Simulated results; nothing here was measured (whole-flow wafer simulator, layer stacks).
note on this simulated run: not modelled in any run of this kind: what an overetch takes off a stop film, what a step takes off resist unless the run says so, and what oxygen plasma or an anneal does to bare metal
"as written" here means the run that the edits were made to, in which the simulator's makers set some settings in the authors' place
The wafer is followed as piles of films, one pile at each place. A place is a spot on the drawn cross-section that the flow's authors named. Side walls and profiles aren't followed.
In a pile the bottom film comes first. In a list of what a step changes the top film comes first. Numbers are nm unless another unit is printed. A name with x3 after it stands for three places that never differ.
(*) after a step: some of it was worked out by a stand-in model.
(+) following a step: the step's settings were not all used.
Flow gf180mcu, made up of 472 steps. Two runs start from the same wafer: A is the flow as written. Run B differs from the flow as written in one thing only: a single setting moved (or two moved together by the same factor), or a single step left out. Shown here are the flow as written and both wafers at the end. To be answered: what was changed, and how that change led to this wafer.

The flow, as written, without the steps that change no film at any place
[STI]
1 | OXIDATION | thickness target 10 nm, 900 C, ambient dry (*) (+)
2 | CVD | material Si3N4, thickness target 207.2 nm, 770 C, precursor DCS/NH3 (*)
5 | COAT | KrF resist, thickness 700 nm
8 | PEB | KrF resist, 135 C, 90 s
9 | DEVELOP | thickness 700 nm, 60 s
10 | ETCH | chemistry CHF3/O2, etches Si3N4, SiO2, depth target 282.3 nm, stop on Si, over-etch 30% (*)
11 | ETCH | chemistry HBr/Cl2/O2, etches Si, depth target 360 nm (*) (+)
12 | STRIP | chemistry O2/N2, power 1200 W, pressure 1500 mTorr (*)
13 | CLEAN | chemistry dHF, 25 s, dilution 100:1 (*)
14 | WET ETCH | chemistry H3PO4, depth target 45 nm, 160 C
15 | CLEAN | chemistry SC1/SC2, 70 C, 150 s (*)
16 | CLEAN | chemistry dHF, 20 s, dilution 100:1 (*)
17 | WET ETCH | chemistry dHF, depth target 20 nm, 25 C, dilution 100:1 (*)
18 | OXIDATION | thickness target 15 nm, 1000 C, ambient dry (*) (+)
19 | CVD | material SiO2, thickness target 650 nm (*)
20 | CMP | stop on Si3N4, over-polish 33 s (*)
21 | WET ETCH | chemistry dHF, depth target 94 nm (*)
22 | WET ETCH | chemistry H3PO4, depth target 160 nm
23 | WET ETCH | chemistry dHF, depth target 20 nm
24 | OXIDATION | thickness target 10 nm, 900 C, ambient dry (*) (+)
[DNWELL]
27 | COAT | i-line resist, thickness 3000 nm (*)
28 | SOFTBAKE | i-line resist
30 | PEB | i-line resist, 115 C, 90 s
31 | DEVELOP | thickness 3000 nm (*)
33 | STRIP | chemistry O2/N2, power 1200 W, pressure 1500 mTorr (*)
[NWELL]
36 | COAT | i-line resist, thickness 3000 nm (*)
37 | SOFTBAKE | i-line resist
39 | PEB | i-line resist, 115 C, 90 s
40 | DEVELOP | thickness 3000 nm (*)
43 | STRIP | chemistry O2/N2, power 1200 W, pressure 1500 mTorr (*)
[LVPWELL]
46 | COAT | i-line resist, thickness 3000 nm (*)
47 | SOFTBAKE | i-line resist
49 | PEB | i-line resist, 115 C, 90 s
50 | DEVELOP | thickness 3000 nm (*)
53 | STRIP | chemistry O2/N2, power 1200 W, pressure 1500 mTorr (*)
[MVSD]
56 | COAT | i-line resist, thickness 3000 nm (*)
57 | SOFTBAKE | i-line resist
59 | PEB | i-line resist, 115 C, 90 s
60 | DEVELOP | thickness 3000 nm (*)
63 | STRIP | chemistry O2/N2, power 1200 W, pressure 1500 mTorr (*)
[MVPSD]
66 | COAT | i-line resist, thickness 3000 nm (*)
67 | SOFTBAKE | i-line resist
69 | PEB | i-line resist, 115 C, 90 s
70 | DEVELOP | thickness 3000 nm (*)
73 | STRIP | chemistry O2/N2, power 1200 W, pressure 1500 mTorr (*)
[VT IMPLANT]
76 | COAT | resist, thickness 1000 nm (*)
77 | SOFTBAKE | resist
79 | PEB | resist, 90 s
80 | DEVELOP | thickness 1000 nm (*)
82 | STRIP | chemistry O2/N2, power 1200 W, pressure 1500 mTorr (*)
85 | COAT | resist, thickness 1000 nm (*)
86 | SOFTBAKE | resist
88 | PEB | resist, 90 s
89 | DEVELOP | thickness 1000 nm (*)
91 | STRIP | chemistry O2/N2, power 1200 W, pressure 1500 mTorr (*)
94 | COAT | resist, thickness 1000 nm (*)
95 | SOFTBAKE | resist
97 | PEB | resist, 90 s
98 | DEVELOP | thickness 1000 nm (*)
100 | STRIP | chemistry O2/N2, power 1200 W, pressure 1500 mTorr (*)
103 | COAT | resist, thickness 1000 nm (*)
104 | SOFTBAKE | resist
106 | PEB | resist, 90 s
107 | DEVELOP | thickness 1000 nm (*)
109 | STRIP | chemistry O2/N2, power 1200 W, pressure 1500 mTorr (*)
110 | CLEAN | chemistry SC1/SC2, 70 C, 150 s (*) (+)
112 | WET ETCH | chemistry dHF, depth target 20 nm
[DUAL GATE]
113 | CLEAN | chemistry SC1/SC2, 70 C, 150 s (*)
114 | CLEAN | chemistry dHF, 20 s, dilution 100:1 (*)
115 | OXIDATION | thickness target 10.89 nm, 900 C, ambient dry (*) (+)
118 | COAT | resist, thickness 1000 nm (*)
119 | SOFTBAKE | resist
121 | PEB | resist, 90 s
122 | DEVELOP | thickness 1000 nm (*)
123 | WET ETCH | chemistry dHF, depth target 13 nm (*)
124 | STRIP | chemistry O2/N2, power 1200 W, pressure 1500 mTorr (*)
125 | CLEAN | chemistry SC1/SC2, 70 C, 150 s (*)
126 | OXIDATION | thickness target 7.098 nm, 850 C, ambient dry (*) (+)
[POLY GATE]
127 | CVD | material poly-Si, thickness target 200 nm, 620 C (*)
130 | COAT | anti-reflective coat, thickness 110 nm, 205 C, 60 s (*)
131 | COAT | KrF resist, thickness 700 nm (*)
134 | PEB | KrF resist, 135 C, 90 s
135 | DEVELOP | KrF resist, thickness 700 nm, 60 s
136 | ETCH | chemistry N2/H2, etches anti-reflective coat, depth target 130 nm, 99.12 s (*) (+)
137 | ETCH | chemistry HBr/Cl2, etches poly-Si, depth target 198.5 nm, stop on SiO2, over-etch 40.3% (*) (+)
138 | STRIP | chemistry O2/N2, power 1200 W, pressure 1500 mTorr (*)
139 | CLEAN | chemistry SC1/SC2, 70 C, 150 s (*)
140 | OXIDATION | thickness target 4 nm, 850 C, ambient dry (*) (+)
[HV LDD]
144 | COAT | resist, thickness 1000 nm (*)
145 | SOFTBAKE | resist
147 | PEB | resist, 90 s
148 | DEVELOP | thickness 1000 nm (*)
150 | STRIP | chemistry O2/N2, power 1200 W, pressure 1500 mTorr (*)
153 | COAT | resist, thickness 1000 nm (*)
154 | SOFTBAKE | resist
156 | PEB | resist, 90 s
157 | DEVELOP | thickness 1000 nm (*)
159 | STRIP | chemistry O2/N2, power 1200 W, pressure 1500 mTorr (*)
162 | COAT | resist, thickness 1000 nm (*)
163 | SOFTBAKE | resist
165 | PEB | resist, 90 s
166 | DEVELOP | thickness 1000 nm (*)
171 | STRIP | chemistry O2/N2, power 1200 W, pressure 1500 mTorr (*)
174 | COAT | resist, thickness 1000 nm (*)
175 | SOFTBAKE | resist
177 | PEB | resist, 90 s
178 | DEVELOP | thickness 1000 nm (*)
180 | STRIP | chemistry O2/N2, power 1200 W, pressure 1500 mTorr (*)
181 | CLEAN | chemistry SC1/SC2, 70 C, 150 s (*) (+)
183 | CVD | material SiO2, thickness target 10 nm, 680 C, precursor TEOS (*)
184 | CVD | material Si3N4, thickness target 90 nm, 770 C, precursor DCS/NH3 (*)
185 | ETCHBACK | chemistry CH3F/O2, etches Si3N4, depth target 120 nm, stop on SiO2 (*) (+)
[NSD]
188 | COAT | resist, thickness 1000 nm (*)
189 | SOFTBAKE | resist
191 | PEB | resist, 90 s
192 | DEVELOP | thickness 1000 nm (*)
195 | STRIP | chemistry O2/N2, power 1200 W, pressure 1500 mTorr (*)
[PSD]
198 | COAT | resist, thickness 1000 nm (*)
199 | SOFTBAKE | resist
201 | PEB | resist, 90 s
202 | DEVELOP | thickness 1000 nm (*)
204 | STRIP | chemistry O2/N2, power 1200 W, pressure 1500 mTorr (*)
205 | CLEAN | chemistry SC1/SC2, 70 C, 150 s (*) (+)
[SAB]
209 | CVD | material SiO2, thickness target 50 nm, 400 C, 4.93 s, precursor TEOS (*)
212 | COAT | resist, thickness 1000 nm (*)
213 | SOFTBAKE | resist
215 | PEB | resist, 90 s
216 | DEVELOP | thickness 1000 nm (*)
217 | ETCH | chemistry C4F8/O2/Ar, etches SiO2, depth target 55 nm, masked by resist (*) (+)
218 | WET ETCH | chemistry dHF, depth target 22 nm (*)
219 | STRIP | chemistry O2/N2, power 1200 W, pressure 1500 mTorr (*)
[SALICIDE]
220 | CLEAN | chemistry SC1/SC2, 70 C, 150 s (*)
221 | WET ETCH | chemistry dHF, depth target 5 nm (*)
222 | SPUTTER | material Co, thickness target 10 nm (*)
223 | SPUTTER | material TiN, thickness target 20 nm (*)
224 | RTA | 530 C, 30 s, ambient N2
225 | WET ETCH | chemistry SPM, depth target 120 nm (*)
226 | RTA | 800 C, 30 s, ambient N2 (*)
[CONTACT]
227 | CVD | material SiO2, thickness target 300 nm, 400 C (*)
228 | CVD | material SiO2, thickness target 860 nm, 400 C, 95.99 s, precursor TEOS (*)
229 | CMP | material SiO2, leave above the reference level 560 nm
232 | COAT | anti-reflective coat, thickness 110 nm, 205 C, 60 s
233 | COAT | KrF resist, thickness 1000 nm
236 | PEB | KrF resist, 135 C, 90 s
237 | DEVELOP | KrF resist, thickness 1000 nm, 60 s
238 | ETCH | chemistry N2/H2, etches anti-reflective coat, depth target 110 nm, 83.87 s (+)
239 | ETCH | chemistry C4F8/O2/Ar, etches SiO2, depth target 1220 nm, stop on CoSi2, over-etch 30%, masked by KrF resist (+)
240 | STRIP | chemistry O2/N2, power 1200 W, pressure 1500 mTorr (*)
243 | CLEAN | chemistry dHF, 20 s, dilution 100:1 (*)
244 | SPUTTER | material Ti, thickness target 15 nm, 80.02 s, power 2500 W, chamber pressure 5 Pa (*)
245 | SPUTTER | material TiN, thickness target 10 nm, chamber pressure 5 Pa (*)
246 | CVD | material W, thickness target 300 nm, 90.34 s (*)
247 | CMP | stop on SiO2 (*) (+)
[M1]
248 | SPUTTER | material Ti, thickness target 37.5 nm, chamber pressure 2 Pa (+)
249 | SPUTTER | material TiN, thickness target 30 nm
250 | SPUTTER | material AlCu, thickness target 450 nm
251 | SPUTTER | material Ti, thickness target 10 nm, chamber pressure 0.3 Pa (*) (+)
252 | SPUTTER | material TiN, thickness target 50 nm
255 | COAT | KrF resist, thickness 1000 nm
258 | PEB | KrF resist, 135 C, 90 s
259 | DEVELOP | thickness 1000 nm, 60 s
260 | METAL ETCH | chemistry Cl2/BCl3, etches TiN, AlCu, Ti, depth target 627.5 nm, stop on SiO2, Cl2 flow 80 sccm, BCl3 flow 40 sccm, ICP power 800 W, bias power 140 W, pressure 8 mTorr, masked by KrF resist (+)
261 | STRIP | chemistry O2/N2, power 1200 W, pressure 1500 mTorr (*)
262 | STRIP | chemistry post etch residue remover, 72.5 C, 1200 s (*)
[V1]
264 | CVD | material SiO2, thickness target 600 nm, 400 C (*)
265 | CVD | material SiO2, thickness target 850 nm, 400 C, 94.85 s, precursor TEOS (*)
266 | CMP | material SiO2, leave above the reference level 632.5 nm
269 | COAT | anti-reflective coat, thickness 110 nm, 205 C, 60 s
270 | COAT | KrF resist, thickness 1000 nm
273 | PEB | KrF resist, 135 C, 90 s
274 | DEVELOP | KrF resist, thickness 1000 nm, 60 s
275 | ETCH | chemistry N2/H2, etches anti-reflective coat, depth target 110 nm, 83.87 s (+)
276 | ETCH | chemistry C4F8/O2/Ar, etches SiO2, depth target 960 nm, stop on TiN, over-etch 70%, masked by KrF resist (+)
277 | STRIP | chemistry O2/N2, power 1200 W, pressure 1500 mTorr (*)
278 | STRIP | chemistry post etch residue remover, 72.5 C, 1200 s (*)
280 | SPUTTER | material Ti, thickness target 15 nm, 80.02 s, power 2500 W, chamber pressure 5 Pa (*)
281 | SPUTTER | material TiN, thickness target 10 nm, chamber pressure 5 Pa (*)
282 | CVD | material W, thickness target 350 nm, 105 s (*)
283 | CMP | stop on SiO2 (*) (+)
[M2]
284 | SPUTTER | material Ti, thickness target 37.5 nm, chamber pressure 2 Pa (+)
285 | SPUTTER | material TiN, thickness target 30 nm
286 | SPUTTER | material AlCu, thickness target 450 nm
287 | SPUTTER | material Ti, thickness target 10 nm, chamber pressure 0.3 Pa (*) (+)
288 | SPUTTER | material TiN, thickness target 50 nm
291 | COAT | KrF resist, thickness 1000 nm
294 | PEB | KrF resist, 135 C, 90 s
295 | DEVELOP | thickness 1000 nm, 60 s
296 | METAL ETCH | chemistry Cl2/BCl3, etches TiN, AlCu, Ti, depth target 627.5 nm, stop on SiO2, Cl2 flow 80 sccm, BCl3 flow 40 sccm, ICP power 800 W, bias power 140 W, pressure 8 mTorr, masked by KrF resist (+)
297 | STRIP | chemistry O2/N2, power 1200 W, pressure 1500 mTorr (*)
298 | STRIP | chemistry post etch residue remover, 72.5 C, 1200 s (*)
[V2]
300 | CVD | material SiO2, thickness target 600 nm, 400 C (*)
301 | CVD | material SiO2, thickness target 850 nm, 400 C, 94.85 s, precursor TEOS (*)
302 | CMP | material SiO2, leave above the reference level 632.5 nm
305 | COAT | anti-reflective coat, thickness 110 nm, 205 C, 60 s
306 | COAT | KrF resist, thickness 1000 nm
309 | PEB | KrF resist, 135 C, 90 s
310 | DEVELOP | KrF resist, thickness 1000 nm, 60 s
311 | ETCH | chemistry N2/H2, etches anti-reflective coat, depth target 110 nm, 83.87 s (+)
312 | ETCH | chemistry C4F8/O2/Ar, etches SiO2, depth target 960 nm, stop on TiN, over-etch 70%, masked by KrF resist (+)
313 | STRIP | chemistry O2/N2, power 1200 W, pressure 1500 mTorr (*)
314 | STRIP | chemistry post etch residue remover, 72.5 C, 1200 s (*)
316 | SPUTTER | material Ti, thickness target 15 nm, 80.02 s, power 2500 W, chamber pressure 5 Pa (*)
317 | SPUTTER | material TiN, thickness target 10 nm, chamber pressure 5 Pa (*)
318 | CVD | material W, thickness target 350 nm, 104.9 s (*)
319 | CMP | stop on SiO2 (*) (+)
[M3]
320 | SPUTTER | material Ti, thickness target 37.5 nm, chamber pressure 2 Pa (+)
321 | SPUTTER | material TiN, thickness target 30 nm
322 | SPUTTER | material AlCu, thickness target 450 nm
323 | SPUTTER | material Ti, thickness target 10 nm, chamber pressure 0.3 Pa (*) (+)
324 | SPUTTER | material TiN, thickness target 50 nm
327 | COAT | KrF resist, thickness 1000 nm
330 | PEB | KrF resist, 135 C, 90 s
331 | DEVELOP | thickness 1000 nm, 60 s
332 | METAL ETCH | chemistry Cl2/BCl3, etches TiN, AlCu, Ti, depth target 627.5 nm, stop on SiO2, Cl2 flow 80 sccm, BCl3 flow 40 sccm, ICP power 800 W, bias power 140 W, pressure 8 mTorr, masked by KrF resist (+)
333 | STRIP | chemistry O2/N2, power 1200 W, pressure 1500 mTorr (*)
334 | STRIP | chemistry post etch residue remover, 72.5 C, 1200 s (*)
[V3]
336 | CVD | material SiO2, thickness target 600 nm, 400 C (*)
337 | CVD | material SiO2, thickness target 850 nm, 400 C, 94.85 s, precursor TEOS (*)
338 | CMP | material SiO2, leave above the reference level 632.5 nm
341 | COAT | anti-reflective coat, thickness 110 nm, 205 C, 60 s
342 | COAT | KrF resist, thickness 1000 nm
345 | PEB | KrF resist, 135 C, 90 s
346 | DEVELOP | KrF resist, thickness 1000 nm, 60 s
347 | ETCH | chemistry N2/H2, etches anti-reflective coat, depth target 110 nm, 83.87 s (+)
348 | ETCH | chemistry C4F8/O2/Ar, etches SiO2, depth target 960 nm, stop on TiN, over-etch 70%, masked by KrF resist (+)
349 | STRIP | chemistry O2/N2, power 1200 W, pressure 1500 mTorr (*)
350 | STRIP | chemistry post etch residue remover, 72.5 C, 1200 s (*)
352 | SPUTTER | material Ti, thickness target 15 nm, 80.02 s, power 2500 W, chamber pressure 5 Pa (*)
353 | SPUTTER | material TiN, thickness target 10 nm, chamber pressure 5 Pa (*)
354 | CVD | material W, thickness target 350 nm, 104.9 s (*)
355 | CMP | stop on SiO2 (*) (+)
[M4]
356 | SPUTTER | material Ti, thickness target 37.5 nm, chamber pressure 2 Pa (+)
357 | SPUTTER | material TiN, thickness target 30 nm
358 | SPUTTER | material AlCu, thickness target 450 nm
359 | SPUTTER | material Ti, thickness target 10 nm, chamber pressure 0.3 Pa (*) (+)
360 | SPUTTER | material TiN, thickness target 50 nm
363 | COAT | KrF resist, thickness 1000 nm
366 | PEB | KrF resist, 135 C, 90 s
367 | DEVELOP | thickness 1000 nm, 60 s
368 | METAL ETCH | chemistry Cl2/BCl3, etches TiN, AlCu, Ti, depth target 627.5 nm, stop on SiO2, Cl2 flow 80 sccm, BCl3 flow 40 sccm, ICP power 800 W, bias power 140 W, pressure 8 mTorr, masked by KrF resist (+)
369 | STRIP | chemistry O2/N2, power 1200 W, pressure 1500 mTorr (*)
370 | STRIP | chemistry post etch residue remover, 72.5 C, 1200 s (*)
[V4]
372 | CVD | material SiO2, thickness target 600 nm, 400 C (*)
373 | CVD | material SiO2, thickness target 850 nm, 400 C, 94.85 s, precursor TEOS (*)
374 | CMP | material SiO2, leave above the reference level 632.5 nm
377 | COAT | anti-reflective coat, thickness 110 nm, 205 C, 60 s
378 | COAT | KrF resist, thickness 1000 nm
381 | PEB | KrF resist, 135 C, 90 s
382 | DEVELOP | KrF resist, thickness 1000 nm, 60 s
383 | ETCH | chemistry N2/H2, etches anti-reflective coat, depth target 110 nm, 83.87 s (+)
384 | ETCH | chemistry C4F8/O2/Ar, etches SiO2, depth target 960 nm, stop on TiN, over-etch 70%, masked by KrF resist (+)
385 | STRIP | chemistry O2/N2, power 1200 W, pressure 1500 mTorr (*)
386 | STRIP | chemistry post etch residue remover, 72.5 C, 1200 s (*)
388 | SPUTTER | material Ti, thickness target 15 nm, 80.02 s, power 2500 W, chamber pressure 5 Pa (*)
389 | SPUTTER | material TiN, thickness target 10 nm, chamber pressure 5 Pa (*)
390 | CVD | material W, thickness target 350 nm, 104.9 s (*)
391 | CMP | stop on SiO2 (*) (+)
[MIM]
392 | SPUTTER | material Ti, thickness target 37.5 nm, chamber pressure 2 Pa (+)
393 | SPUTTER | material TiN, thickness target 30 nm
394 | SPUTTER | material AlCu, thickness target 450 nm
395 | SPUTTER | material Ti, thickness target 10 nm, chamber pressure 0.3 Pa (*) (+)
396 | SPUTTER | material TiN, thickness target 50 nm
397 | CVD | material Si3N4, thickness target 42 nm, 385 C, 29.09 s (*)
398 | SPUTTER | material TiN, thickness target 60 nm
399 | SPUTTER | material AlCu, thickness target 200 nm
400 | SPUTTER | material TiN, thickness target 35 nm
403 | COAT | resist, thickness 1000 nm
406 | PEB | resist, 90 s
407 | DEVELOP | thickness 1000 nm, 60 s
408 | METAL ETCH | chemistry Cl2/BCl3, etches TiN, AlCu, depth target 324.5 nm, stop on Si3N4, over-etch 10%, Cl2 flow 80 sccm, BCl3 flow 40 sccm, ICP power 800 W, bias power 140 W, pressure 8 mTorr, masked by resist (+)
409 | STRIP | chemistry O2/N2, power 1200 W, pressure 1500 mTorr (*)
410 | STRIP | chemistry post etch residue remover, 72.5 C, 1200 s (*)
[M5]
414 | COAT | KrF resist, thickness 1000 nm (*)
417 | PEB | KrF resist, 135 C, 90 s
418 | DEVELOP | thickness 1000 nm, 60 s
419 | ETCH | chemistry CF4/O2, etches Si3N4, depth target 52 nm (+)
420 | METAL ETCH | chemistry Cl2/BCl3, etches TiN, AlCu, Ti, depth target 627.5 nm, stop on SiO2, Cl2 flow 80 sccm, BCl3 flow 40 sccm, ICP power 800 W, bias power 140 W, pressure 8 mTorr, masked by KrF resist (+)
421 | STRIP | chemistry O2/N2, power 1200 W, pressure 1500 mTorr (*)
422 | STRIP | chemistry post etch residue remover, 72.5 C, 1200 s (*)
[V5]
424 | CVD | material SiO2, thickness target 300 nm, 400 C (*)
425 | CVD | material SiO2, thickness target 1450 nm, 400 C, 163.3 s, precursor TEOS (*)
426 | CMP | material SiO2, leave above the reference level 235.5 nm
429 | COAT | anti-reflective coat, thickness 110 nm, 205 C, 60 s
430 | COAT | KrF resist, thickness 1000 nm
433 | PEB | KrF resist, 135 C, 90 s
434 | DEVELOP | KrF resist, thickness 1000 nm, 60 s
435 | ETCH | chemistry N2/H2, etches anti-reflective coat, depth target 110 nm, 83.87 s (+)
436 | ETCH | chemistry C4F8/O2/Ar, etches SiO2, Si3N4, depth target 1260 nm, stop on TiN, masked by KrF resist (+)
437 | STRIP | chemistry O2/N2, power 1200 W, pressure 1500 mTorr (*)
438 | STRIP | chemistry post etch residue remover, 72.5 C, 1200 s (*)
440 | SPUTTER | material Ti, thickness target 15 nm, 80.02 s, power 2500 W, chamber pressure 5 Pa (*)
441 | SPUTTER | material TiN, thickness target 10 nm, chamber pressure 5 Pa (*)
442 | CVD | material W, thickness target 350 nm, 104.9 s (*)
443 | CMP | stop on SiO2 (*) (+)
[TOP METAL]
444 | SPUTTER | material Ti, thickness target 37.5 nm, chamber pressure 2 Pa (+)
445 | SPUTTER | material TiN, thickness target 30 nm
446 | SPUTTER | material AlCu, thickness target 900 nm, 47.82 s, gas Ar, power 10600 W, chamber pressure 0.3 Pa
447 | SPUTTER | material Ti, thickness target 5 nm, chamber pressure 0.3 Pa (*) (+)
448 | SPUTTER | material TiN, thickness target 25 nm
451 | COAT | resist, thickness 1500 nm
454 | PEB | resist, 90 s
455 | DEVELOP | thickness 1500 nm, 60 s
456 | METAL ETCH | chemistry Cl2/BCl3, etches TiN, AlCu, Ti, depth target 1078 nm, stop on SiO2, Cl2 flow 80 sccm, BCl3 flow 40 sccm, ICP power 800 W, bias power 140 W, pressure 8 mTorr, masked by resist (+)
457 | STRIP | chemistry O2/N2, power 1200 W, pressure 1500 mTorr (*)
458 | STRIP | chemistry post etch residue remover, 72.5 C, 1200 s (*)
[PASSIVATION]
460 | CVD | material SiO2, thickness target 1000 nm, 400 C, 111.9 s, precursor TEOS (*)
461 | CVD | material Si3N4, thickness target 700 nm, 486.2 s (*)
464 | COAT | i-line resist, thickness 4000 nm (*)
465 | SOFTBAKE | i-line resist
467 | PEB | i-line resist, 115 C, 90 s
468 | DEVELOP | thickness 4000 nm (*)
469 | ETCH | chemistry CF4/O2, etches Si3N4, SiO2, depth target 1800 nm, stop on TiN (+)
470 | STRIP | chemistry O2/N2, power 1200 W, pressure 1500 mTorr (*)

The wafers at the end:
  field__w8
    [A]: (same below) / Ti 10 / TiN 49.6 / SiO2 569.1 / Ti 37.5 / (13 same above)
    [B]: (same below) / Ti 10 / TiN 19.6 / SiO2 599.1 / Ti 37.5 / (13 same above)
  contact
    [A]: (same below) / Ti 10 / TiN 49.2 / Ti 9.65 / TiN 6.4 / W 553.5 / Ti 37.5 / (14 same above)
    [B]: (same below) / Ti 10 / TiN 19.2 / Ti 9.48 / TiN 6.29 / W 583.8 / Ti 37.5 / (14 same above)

Cause: step 360, SPUTTER: thickness target 20 nm was run, while the flow as written has thickness target 50 nm.

The path from the change to this, step by step:
  360 | SPUTTER | material TiN, thickness target 50 nm
      field, field__w1, field__w2 and 108 more: A TiN gains 50 (new film) | B TiN gains 20 (new film)
  368 | METAL ETCH | chemistry Cl2/BCl3, etches TiN, AlCu, Ti, depth target 627.5 nm, stop on SiO2, Cl2 flow 80 sccm, BCl3 flow 40 sccm, ICP power 800 W, bias power 140 W, pressure 8 mTorr, masked by KrF resist (+)
      field, field__w1, field__w2 and 103 more: A TiN loses 50 (all of it), Ti loses 10 (all of it), AlCu loses 450 (all of it), TiN loses 30 (all of it), Ti loses 37.5 (all of it) | B TiN loses 20 (all of it), Ti loses 10 (all of it), AlCu loses 450 (all of it), TiN loses 30 (all of it), Ti loses 37.5 (all of it)
  374 | CMP | material SiO2, leave above the reference level 632.5 nm
      field__w8, contact, m1, m1__w1, m1_nw: A SiO2 loses 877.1 | B SiO2 loses 847.1
  384 | ETCH | chemistry C4F8/O2/Ar, etches SiO2, depth target 960 nm, stop on TiN, over-etch 70%, masked by KrF resist (+)
      contact: A SiO2 loses 572.1 (all of it) | B SiO2 loses 602.1 (all of it)
  390 | CVD | material W, thickness target 350 nm, 104.9 s (*)
      contact: A W gains 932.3 (new film) | B W gains 962.6 (new film)
